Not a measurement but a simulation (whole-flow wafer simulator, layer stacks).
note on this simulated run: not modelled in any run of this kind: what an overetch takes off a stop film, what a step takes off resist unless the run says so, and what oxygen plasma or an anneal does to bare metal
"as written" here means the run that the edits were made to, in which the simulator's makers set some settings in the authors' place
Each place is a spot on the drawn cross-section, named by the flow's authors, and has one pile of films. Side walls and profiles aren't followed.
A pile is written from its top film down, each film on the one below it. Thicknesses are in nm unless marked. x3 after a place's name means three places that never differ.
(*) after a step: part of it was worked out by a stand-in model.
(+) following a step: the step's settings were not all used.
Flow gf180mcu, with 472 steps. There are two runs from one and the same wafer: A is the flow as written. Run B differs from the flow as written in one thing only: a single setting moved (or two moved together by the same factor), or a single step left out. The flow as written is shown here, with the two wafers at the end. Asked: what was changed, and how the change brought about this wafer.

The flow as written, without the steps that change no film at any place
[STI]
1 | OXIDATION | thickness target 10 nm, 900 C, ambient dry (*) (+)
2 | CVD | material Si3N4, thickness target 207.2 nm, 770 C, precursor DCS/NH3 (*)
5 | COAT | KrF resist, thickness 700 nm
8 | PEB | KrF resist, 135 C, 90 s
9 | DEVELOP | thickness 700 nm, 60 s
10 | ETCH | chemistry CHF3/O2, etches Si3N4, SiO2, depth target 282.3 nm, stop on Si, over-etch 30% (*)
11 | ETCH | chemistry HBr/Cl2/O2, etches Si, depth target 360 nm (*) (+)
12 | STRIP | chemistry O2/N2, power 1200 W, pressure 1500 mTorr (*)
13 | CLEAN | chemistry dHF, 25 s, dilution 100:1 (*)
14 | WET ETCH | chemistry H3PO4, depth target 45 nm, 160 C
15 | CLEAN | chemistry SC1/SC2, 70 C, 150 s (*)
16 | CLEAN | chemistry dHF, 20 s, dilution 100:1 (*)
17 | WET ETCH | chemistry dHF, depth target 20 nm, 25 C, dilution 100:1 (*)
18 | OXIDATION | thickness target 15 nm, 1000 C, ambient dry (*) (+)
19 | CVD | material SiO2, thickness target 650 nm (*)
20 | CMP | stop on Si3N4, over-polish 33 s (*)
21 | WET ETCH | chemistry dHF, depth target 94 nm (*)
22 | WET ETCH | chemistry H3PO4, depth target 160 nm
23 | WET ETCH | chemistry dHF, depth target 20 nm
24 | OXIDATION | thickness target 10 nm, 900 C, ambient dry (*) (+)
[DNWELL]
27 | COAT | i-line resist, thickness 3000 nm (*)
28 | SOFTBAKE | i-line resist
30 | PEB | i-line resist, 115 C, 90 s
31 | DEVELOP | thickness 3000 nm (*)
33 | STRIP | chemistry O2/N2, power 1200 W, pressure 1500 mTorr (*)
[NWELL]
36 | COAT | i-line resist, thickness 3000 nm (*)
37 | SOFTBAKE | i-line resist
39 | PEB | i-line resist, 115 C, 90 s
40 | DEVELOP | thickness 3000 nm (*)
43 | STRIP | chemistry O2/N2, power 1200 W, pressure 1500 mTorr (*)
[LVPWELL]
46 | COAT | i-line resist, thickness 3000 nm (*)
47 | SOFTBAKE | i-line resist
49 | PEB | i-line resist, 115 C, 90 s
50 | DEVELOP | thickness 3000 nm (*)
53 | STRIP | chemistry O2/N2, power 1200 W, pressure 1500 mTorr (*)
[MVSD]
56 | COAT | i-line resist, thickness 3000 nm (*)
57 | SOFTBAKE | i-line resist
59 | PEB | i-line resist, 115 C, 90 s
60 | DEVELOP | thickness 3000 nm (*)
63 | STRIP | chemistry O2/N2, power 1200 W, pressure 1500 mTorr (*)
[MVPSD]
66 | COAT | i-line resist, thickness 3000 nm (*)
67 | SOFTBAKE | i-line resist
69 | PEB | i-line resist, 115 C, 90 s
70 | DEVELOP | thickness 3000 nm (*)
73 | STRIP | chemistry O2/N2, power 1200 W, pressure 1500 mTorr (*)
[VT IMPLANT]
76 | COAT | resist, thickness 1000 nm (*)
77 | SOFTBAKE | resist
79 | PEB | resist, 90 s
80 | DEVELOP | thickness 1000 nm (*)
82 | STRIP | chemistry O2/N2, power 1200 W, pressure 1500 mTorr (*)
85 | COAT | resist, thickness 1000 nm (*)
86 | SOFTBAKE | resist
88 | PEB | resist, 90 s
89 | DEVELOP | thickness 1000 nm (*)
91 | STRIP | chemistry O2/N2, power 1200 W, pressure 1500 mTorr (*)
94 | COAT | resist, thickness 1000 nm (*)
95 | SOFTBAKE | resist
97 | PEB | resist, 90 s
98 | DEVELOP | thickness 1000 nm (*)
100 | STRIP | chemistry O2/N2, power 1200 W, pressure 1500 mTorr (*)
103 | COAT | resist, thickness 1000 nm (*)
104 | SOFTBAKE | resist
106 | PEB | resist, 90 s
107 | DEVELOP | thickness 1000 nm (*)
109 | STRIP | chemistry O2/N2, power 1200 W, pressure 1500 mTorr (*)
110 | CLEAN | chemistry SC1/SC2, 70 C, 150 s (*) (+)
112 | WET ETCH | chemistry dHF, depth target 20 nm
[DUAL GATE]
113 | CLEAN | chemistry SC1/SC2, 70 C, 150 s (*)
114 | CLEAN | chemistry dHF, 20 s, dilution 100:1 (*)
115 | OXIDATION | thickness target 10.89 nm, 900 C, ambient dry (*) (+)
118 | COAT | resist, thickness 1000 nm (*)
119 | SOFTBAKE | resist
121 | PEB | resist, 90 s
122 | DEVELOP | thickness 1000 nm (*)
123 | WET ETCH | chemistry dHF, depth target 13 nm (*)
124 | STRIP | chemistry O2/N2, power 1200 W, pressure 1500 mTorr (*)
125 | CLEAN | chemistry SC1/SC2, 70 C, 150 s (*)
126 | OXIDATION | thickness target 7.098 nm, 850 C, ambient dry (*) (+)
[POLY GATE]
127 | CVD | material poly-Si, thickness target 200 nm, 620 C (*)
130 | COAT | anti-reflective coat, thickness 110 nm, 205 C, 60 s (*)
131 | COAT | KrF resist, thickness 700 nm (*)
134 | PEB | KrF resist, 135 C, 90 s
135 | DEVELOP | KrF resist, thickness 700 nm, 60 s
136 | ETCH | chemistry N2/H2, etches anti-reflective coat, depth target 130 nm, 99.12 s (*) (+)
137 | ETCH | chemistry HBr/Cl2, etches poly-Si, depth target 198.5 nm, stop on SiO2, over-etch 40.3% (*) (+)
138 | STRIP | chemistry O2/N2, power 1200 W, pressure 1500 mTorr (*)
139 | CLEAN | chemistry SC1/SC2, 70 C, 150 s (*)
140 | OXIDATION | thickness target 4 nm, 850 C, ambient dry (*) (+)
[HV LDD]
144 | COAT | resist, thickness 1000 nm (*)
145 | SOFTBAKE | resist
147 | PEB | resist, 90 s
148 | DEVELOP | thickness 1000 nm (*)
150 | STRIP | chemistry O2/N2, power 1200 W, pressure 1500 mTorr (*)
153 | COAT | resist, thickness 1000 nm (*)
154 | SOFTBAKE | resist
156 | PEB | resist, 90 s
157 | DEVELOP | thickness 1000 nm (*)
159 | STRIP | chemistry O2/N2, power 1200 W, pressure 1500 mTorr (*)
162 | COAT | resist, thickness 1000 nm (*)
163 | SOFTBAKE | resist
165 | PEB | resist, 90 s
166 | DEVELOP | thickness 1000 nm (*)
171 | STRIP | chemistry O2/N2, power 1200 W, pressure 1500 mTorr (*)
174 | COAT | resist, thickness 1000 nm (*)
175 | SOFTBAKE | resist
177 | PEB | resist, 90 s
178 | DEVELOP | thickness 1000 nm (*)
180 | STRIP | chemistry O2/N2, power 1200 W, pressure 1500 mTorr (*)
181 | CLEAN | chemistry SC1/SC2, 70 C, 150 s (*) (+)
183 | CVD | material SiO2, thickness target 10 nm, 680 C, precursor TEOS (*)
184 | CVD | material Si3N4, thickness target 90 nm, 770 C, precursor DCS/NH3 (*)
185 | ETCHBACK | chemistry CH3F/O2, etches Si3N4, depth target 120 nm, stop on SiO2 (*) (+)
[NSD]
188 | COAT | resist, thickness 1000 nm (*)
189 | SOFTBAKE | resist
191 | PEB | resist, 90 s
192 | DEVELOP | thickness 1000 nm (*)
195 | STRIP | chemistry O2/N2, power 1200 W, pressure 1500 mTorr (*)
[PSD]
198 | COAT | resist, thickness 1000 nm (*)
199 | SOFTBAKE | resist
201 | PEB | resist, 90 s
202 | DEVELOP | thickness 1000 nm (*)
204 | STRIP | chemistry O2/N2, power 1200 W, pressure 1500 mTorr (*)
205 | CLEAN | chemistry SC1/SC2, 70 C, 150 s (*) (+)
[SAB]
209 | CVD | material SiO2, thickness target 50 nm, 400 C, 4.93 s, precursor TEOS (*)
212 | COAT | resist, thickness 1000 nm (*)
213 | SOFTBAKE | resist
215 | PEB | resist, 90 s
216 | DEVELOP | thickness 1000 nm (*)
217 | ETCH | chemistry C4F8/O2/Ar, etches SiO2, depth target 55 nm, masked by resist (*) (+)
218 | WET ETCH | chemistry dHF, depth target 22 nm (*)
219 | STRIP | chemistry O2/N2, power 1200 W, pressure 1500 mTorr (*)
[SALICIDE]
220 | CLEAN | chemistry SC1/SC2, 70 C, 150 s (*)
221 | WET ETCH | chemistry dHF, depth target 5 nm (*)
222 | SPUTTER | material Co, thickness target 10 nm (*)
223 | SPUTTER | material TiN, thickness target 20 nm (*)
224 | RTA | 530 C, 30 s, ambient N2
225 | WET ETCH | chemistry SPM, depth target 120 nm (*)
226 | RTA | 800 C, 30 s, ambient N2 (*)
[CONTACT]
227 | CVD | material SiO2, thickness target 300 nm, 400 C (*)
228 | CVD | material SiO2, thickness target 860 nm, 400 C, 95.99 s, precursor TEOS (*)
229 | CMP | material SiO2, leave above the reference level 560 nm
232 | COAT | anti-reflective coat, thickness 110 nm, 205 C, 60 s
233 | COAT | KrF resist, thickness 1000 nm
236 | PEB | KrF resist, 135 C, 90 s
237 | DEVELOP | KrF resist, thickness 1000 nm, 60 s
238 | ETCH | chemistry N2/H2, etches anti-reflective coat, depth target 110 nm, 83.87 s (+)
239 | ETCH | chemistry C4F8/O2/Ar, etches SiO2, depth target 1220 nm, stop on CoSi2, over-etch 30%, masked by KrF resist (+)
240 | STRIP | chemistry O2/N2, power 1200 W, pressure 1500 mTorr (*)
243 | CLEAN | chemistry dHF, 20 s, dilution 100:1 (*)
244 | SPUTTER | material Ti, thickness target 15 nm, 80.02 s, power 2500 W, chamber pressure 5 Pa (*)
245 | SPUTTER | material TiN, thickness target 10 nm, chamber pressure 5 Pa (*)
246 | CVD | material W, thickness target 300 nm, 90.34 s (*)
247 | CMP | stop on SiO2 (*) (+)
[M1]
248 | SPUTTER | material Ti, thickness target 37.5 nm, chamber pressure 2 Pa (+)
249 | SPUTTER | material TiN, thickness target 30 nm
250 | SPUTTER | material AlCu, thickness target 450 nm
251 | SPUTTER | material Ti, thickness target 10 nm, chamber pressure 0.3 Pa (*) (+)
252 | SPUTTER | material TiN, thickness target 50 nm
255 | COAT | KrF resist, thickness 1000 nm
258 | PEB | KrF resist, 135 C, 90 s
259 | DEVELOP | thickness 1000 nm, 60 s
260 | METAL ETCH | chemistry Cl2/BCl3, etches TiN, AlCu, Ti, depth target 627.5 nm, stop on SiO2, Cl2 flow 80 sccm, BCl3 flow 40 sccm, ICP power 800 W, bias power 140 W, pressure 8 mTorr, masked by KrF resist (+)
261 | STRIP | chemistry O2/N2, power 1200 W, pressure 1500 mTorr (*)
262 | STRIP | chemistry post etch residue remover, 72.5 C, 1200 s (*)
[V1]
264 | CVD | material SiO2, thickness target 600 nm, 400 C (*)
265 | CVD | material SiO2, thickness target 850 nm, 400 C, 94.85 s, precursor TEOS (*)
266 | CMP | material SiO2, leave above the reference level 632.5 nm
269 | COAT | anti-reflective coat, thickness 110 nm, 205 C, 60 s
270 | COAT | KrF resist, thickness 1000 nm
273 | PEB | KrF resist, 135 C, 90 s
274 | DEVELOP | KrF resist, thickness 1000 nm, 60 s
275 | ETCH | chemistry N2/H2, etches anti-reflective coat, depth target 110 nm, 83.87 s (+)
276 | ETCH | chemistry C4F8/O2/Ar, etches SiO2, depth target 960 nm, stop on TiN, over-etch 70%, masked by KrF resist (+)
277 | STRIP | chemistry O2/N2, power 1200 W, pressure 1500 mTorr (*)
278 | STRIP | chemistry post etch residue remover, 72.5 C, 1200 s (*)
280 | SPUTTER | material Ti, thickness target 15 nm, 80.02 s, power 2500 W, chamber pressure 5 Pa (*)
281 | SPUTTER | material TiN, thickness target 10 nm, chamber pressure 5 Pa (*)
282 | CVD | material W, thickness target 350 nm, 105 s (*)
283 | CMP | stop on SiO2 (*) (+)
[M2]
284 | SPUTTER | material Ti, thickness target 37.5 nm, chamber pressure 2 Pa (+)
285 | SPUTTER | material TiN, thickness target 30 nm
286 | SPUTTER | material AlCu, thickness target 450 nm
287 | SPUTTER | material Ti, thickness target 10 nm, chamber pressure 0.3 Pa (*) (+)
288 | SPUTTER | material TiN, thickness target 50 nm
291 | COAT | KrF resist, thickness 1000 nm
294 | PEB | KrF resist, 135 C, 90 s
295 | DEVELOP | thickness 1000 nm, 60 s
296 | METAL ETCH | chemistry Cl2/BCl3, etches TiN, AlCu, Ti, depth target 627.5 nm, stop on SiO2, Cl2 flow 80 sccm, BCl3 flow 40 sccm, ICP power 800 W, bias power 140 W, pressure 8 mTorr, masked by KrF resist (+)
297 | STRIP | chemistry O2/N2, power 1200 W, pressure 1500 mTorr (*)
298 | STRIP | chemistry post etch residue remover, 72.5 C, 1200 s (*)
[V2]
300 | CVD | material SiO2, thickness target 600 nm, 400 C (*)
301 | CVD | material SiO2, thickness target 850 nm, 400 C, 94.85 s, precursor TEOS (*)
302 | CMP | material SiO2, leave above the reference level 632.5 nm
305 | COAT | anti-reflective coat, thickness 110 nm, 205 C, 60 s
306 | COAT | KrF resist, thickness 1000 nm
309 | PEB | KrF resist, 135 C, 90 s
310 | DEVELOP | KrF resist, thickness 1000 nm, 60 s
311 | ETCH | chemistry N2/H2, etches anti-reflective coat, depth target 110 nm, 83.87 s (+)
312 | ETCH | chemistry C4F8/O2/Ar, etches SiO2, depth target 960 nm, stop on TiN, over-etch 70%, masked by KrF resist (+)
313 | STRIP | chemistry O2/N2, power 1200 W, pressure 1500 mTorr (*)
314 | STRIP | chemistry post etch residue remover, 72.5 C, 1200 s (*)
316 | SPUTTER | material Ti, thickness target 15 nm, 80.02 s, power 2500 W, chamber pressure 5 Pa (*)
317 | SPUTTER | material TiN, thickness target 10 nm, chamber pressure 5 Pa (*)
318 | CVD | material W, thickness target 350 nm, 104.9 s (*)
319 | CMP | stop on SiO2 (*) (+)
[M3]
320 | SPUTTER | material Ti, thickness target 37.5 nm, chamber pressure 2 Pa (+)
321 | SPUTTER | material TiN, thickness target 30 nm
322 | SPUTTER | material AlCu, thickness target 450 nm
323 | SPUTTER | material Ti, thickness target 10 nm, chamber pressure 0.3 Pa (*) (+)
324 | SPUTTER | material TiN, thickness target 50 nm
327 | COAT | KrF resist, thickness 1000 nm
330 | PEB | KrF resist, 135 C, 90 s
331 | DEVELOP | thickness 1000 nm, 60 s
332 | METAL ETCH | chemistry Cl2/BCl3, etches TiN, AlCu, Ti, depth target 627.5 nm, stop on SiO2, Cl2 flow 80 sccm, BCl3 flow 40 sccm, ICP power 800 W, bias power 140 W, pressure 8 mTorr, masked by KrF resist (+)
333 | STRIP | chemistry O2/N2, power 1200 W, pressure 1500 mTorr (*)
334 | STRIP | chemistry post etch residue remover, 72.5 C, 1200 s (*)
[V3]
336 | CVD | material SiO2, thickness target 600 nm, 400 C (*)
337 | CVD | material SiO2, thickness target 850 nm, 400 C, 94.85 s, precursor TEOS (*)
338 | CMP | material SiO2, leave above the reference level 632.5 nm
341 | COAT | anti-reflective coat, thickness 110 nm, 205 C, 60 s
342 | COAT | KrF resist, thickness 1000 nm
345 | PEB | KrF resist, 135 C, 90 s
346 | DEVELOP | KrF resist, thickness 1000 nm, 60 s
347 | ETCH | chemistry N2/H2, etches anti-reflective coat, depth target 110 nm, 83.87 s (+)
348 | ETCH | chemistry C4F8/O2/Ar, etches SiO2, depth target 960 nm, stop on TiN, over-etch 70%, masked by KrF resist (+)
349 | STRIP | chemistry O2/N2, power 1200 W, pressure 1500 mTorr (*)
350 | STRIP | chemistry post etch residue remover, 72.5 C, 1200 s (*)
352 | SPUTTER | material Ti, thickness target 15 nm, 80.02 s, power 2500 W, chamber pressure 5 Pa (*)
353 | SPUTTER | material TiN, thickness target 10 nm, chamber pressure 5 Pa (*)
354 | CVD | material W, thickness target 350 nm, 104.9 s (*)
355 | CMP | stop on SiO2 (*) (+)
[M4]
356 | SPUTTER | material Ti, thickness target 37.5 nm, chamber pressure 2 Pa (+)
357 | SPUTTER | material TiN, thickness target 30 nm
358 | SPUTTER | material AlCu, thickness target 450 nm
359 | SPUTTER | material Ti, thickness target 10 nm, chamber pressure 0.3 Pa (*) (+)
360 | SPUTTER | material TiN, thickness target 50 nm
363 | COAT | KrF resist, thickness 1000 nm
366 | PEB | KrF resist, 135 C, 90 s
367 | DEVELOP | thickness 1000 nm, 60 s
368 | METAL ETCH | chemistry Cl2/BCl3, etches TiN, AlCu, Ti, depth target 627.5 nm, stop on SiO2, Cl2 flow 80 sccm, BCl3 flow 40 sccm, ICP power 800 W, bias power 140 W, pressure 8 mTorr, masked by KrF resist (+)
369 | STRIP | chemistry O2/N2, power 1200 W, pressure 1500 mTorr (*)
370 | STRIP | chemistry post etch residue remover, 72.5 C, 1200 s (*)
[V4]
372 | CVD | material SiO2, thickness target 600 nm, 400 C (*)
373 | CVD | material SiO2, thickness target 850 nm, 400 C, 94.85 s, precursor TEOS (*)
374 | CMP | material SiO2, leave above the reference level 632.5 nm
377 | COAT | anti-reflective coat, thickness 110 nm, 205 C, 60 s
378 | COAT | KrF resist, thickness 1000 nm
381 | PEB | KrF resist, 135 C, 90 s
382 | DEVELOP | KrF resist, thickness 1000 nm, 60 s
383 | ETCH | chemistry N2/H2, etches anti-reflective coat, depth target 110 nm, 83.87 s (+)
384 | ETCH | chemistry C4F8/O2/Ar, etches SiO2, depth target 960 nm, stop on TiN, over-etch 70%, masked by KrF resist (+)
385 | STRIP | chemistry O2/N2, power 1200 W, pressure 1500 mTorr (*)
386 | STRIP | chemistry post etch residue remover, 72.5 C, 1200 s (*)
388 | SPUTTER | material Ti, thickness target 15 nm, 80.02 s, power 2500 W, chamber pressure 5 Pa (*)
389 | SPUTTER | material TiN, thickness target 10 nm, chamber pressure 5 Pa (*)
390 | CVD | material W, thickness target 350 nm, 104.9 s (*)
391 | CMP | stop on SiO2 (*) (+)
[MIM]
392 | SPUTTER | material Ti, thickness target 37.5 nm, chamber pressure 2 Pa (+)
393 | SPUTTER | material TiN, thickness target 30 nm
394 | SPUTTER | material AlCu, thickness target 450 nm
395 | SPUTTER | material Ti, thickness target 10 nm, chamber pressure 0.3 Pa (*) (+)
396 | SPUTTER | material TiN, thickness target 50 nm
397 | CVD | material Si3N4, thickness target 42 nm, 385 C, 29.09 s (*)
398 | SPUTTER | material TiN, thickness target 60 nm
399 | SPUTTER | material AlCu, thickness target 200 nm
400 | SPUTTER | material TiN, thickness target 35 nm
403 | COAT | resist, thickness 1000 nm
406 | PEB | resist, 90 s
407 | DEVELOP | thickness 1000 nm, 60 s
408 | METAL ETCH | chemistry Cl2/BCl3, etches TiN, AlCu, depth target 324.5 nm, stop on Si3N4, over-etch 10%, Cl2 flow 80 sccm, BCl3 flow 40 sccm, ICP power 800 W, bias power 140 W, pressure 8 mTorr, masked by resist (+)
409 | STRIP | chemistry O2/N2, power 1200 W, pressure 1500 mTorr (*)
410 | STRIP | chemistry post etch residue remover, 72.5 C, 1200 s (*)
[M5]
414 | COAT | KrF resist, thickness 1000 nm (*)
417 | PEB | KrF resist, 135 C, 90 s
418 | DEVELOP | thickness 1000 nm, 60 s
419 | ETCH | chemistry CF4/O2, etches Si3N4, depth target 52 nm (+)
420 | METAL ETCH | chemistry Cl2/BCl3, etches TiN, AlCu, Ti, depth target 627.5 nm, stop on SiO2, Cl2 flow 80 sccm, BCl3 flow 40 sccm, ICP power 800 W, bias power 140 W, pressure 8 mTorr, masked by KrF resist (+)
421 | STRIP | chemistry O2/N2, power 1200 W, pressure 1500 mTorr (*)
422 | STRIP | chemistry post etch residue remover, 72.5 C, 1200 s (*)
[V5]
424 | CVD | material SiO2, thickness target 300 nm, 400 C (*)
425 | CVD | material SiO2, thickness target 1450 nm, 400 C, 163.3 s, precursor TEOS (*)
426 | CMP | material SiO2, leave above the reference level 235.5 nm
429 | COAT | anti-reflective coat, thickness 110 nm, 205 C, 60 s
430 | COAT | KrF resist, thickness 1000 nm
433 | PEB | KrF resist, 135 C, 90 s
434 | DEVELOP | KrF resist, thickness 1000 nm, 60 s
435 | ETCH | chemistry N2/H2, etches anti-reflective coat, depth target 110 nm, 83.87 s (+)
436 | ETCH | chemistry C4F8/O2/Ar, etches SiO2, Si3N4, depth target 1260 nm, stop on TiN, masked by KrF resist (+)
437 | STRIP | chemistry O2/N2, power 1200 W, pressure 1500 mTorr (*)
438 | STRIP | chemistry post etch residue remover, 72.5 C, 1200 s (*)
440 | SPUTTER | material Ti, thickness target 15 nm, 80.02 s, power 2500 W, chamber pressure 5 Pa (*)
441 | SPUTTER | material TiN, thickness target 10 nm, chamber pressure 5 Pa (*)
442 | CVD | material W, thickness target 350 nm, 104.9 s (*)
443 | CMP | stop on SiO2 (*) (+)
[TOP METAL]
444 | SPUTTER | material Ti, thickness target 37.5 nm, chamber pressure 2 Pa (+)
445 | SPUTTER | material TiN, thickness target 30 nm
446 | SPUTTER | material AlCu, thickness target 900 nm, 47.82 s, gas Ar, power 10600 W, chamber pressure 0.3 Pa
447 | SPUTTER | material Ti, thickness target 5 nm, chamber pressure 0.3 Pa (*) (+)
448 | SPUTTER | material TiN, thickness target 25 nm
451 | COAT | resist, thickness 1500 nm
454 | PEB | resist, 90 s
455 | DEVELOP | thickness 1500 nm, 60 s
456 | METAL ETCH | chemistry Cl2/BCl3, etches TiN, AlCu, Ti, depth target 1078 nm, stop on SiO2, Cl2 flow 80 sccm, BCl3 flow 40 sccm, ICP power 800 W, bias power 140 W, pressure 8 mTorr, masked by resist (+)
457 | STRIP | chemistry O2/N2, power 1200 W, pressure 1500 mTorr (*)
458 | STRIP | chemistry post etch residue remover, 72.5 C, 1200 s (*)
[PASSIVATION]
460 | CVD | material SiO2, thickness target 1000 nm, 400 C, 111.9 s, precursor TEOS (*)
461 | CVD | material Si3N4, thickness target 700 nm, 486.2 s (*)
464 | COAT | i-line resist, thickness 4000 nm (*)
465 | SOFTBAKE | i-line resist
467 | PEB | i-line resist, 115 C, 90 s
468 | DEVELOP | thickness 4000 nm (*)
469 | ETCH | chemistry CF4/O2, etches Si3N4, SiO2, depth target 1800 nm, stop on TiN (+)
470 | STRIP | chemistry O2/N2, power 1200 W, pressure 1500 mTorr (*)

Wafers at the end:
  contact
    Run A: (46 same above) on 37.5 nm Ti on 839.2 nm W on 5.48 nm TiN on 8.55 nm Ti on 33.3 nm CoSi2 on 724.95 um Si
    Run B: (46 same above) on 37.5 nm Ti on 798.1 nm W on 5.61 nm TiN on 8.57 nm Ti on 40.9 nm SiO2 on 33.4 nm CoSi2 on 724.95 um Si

Cause: step 239, ETCH: depth target 817 nm was run, whereas the flow has depth target 1220 nm.

The path from the change to this, step by step:
  239 | ETCH | chemistry C4F8/O2/Ar, etches SiO2, depth target 1220 nm, stop on CoSi2, over-etch 30%, masked by KrF resist (+)
      contact: A SiO2 loses 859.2 (all of it) | B SiO2 loses 817
      field, field__w1, field__w2 and 105 more: A KrF resist loses 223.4 | B KrF resist loses 163.4
  240 | STRIP | chemistry O2/N2, power 1200 W, pressure 1500 mTorr (*)
      field, field__w1, field__w2 and 105 more: A KrF resist loses 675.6 (all of it), anti-reflective coat loses 110 (all of it) | B KrF resist loses 735.5 (all of it), anti-reflective coat loses 110 (all of it)
  243 | CLEAN | chemistry dHF, 20 s, dilution 100:1 (*)
      contact: A CoSi2 loses 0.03 | B SiO2 loses 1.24
  246 | CVD | material W, thickness target 300 nm, 90.34 s (*)
      contact: A W gains 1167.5 (new film) | B W gains 1126.4 (new film)
With metal films that touch counted as one body, contact has 2 bodies (between them, from the top down: SiO2 40.9); the flow as written gives 1 body.
